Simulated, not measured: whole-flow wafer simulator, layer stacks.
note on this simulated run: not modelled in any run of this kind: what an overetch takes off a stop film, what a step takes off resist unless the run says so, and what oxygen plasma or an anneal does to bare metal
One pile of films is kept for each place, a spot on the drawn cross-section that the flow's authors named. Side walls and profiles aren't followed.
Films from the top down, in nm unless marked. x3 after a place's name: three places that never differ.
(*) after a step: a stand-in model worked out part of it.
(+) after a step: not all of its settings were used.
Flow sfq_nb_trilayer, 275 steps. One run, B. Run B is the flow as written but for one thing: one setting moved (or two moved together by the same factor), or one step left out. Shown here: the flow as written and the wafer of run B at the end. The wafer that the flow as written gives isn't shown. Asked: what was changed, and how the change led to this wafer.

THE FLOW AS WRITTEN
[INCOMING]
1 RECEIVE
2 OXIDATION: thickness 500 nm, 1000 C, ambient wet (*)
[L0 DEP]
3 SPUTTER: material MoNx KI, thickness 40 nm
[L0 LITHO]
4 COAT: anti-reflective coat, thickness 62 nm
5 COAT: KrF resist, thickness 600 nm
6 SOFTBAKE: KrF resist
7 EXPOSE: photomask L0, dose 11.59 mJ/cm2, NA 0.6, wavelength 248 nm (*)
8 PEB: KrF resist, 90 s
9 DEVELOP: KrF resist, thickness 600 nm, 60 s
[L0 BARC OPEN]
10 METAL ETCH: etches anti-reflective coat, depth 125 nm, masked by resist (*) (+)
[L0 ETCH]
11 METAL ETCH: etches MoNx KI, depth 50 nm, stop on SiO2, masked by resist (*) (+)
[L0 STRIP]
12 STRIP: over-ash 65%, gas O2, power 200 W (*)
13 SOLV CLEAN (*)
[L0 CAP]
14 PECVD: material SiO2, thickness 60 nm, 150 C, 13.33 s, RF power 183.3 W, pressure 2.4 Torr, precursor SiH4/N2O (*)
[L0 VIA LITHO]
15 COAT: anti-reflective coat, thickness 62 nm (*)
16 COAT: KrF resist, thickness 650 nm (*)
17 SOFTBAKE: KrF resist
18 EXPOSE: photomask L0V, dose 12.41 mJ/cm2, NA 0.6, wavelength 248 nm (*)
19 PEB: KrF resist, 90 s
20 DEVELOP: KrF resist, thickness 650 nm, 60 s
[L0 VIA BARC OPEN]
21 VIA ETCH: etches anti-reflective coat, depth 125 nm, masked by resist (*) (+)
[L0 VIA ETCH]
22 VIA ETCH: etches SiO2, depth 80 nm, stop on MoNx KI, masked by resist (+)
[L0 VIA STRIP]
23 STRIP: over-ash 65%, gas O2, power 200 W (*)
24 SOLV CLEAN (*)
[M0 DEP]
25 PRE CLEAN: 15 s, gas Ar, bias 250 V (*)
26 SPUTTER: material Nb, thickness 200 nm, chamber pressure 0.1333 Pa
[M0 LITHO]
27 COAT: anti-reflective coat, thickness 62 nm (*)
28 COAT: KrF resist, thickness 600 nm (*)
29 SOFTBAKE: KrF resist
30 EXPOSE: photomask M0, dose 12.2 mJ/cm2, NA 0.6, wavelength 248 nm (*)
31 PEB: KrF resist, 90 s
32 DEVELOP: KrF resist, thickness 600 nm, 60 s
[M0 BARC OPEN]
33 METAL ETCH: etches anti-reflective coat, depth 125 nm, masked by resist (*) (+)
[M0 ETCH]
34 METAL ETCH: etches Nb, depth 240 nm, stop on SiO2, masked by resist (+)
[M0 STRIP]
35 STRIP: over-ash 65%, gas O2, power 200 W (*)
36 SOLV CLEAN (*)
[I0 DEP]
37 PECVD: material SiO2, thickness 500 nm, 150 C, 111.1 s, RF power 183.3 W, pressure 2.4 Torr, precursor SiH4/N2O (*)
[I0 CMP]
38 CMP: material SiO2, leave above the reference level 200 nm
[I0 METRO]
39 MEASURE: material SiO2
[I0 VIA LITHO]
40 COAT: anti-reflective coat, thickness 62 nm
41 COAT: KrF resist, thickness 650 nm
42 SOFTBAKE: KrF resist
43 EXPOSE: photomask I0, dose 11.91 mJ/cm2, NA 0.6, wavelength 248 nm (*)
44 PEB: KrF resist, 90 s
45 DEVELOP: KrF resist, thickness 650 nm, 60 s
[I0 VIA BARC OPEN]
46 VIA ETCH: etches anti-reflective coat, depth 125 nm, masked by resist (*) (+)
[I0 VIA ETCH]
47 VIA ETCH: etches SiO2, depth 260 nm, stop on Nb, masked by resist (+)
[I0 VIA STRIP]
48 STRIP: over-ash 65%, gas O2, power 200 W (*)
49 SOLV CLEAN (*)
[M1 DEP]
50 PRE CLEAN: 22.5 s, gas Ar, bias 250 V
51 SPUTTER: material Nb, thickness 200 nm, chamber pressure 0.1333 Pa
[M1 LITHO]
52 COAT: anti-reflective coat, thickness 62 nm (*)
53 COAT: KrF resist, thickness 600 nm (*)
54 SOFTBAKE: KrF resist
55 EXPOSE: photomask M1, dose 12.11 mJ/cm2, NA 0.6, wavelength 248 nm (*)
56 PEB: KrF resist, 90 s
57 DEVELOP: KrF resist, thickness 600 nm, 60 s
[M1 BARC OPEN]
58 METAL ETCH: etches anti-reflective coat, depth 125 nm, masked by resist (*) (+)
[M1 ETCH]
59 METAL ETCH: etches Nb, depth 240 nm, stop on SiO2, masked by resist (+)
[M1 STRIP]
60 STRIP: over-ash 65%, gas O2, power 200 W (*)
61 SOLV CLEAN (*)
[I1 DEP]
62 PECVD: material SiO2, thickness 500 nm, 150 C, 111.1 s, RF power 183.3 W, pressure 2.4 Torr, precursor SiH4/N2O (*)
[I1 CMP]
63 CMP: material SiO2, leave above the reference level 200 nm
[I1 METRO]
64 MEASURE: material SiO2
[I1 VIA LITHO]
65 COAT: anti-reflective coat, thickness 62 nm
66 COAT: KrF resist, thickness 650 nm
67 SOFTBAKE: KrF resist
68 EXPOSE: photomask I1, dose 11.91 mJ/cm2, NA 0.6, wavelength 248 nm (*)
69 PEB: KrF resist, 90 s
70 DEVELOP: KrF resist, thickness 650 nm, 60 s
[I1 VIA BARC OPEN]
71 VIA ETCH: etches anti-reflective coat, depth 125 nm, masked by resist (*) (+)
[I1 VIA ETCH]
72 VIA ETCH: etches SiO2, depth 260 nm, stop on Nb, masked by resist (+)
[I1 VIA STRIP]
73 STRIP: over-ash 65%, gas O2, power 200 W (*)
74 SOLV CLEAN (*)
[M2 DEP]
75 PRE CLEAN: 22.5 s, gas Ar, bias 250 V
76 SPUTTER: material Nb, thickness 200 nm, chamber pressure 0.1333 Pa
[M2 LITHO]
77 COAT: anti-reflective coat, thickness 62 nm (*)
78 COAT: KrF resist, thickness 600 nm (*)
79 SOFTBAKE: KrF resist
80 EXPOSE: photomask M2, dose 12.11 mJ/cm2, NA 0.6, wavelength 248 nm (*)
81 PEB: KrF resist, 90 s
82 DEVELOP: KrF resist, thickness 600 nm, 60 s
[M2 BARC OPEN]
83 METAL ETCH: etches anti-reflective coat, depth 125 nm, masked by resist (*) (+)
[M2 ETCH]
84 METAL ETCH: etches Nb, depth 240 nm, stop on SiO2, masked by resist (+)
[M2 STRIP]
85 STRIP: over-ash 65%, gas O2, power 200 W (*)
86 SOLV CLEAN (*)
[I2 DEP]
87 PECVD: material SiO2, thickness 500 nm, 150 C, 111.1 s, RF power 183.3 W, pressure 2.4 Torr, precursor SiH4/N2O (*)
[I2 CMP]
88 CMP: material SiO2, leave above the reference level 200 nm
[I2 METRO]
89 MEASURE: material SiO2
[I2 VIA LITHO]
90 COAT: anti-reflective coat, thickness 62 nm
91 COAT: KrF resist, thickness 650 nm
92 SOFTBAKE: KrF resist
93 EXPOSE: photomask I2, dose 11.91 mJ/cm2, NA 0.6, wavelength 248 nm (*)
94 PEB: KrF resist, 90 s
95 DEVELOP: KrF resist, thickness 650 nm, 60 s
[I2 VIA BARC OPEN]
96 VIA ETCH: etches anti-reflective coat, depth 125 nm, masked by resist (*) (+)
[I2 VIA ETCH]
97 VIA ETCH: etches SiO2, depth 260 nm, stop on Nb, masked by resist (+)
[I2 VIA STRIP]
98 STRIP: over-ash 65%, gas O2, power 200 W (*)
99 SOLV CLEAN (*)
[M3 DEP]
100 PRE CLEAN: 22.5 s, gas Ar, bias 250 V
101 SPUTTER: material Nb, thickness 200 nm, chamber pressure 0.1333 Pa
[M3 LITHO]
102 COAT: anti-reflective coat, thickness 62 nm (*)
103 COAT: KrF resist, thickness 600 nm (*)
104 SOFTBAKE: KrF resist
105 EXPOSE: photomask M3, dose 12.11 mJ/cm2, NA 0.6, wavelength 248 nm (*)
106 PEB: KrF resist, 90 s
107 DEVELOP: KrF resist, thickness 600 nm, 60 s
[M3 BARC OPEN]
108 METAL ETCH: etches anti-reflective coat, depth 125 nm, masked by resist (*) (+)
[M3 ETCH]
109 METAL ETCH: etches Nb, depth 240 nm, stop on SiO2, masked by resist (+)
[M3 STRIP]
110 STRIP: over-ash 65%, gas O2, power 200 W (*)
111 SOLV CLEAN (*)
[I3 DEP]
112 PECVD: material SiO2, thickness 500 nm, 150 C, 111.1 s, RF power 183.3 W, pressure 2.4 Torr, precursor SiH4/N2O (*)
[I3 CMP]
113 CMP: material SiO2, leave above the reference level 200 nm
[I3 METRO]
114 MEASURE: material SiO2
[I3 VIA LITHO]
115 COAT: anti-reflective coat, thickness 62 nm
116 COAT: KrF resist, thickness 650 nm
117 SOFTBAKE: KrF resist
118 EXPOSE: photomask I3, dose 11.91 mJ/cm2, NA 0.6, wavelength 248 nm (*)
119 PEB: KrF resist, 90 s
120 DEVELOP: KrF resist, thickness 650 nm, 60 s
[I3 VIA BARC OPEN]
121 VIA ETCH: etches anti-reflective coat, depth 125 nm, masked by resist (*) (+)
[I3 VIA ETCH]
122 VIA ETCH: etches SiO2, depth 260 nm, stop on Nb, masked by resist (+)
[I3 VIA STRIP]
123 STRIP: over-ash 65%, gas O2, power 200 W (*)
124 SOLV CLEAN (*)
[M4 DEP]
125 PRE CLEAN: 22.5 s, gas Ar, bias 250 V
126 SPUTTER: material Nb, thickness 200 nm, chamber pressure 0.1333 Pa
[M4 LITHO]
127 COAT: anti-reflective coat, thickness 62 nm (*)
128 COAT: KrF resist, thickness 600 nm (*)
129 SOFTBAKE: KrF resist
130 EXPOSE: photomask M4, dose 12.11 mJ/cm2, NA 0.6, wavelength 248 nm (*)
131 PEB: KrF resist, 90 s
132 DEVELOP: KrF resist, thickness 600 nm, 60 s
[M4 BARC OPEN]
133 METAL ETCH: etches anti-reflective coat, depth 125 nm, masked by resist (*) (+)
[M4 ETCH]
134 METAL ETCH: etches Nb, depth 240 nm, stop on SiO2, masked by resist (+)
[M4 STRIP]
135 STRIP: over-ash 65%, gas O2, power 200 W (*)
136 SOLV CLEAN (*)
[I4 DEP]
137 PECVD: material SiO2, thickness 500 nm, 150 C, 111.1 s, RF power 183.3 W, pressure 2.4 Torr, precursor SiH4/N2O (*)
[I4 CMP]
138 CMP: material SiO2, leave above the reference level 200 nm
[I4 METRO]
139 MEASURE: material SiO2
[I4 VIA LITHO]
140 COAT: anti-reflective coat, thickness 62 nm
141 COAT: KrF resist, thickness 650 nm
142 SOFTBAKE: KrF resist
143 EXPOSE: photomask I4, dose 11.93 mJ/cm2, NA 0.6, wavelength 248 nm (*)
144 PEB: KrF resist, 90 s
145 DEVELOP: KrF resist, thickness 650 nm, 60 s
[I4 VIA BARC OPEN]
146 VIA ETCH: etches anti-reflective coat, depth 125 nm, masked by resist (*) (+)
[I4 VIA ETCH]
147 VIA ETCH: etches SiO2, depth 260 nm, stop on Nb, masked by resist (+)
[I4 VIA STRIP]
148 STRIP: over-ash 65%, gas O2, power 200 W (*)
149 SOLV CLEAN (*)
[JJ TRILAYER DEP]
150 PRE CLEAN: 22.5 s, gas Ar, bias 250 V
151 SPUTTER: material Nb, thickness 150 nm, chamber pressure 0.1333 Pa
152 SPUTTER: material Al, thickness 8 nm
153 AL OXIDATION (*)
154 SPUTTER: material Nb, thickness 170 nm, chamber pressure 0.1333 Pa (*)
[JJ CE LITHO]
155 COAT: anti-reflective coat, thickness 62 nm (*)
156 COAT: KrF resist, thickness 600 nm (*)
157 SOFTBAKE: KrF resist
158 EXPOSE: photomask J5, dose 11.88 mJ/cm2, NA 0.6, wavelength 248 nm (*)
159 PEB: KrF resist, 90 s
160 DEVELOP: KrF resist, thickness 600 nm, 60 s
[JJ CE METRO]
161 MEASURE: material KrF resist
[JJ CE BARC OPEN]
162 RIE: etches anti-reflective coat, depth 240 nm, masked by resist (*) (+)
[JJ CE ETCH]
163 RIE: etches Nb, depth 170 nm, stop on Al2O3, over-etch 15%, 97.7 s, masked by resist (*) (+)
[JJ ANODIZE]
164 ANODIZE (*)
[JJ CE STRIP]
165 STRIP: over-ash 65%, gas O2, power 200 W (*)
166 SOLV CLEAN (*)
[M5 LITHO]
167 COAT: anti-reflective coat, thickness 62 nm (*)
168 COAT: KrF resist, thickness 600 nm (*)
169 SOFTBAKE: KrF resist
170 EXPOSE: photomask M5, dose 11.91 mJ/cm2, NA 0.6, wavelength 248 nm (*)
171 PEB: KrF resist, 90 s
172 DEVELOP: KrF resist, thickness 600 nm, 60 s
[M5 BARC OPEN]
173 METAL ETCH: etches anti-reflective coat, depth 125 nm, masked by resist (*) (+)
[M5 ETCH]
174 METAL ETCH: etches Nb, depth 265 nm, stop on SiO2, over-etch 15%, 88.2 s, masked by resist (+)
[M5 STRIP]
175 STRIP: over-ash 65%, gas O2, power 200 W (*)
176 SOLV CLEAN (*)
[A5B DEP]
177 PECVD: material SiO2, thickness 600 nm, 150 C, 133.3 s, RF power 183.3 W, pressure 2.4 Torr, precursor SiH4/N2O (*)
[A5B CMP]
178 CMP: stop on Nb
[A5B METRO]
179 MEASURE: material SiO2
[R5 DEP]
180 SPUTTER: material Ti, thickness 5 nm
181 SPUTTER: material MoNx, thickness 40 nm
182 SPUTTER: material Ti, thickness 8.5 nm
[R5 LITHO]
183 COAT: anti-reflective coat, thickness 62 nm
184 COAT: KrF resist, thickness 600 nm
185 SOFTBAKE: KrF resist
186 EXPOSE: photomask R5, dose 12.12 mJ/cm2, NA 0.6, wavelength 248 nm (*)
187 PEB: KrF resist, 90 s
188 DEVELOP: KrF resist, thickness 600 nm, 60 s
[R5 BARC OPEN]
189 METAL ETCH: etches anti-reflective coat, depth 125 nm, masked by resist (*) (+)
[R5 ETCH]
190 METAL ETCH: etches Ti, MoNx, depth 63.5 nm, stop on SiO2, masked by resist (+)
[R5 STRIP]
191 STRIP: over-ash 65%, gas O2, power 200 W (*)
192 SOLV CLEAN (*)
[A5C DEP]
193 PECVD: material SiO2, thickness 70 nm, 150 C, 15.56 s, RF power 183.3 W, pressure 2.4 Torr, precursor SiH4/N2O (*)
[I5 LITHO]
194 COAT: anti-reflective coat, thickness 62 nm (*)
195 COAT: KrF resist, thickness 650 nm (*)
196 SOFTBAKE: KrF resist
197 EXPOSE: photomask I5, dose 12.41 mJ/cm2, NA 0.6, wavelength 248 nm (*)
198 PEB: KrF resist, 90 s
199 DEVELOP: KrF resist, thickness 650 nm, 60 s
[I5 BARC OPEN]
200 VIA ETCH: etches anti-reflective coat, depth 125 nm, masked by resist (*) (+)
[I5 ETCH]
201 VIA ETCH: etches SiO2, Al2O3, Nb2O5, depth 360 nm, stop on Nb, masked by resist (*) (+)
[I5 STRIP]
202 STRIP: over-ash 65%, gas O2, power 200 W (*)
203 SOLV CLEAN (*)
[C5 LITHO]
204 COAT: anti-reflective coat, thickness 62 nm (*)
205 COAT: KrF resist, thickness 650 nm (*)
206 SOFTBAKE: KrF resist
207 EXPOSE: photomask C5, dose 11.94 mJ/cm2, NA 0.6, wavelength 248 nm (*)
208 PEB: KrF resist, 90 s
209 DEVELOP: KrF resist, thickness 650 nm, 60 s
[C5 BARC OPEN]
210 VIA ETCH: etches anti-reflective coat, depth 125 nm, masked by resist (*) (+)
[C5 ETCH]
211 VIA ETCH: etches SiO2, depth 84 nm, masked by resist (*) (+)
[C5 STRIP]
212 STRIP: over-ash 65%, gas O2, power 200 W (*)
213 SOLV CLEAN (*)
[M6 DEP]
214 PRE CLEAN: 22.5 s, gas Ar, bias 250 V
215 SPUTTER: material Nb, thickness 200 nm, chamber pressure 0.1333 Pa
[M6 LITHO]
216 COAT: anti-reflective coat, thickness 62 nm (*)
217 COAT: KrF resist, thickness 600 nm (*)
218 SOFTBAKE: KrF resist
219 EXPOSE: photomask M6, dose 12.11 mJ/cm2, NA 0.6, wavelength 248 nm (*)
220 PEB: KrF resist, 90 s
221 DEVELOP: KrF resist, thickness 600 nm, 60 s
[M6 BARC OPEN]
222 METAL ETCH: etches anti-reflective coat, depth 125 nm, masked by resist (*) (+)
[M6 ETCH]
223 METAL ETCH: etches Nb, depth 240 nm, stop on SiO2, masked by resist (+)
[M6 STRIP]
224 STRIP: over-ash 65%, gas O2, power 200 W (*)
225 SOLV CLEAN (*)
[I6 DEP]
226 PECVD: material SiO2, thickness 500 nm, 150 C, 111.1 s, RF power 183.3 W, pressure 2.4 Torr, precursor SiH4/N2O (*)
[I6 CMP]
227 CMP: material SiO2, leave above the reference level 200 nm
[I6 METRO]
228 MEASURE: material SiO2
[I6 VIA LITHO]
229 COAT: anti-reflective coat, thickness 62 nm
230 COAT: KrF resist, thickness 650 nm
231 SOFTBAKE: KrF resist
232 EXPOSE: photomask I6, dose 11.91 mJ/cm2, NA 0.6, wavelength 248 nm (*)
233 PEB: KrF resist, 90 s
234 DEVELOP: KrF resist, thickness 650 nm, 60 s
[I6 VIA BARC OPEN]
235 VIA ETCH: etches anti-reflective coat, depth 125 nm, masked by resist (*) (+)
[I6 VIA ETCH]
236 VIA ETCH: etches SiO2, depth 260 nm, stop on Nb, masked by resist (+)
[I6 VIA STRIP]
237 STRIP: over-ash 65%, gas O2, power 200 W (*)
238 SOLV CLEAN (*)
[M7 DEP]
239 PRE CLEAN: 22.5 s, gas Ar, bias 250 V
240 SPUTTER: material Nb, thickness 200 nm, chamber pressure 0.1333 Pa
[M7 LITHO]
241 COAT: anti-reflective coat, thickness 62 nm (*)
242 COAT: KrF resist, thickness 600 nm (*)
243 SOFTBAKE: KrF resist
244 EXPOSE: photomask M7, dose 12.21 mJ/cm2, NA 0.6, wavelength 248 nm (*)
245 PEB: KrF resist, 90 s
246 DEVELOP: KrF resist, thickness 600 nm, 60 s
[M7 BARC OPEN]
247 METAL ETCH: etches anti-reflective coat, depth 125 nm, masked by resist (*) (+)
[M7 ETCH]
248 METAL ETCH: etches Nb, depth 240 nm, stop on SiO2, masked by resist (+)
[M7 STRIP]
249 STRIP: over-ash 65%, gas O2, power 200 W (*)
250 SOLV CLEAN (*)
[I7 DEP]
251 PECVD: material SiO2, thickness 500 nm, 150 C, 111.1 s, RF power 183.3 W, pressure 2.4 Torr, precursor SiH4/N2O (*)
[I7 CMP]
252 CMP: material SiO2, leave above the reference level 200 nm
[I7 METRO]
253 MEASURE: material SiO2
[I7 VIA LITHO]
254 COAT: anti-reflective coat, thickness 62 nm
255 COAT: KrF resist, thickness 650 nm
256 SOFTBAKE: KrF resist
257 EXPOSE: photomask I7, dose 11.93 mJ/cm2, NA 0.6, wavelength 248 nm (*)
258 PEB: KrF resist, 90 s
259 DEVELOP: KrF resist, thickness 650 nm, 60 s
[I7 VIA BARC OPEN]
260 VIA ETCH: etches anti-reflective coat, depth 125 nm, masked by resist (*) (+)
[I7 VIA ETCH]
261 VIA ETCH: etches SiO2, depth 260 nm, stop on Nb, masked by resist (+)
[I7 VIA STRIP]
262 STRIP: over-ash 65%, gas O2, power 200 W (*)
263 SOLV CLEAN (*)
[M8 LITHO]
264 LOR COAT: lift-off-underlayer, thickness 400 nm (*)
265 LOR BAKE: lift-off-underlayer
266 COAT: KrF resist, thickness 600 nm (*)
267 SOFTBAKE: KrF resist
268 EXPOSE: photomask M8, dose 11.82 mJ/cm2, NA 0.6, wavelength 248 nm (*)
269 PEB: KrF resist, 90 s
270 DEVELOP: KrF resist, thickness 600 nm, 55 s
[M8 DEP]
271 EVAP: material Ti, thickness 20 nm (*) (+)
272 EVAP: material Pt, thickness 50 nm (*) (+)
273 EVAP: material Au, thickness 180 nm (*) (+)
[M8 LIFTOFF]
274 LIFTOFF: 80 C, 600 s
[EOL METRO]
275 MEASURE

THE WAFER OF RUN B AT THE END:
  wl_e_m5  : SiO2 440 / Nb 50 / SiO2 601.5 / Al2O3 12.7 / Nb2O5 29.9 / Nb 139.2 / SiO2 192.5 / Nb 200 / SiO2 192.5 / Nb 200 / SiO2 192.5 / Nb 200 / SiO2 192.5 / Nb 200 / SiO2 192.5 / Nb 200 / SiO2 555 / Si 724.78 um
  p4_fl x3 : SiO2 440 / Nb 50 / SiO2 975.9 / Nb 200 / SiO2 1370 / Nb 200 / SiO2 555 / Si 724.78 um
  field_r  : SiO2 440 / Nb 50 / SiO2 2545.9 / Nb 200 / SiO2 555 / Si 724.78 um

The cause: step 240, SPUTTER: thickness 290 nm was run, where the flow has thickness 200 nm.

How the change led to this, step by step:
  240 SPUTTER: material Nb, thickness 200 nm, chamber pressure 0.1333 Pa
      field_l, v_sur, via_wl and 102 more: Nb +290 (new film) (as written it would be: Nb +200 (new film))
      via_v: Nb +234.2 (as written it would be: Nb +161.1)
  241 COAT: anti-reflective coat, thickness 62 nm (*)
      via_v: anti-reflective coat +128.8 (new film) (as written it would be: anti-reflective coat +126 (new film))
  248 METAL ETCH: etches Nb, depth 240 nm, stop on SiO2, masked by resist (+)
      field_l, field_r, lsp_l and 62 more: Nb -240 (as written it would be: Nb -200 (all of it))
  249 STRIP: over-ash 65%, gas O2, power 200 W (*)
      via_v: KrF resist -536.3 (all of it), anti-reflective coat -128.8 (all of it) (as written it would be: KrF resist -524.5 (all of it), anti-reflective coat -126 (all of it))
  251 PECVD: material SiO2, thickness 500 nm, 150 C, 111.1 s, RF power 183.3 W, pressure 2.4 Torr, precursor SiH4/N2O (*)
      field_l, p4_fl x3, p4_w1 x9 and 46 more: SiO2 +500 (new film) (as written it would be: SiO2 +500)
      field_r, lsp_l: SiO2 +473.2 (new film) (as written it would be: SiO2 +477.7)
      (and at 4 more places)
  252 CMP: material SiO2, leave above the reference level 200 nm
      field_l, p4_fl x3, p4_w1 x9 and 46 more: SiO2 -60 (as written it would be: SiO2 -100)
      field_r, lsp_l: SiO2 -33.2 (as written it would be: SiO2 -77.7)
      (and at 3 more places)
Counting metal films that touch as one body, wl_e_m5 has 7 bodies (between them, from the top down: SiO2 601.5 / Al2O3 12.7 / Nb2O5 29.9; SiO2 192.5; SiO2 192.5; SiO2 192.5; SiO2 192.5; SiO2 192.5); the flow as written gives 6 bodies (between them, from the top down: SiO2 192.5; SiO2 192.5; SiO2 192.5; SiO2 192.5; SiO2 192.5).
Counting metal films that touch as one body, p4_fl x3 has 3 bodies (between them, from the top down: SiO2 975.9; SiO2 1370); the flow as written gives 2 bodies (between them, from the top down: SiO2 1370).
Counting metal films that touch as one body, field_r has 2 bodies (between them, from the top down: SiO2 2545.9); the flow as written gives 1 body.
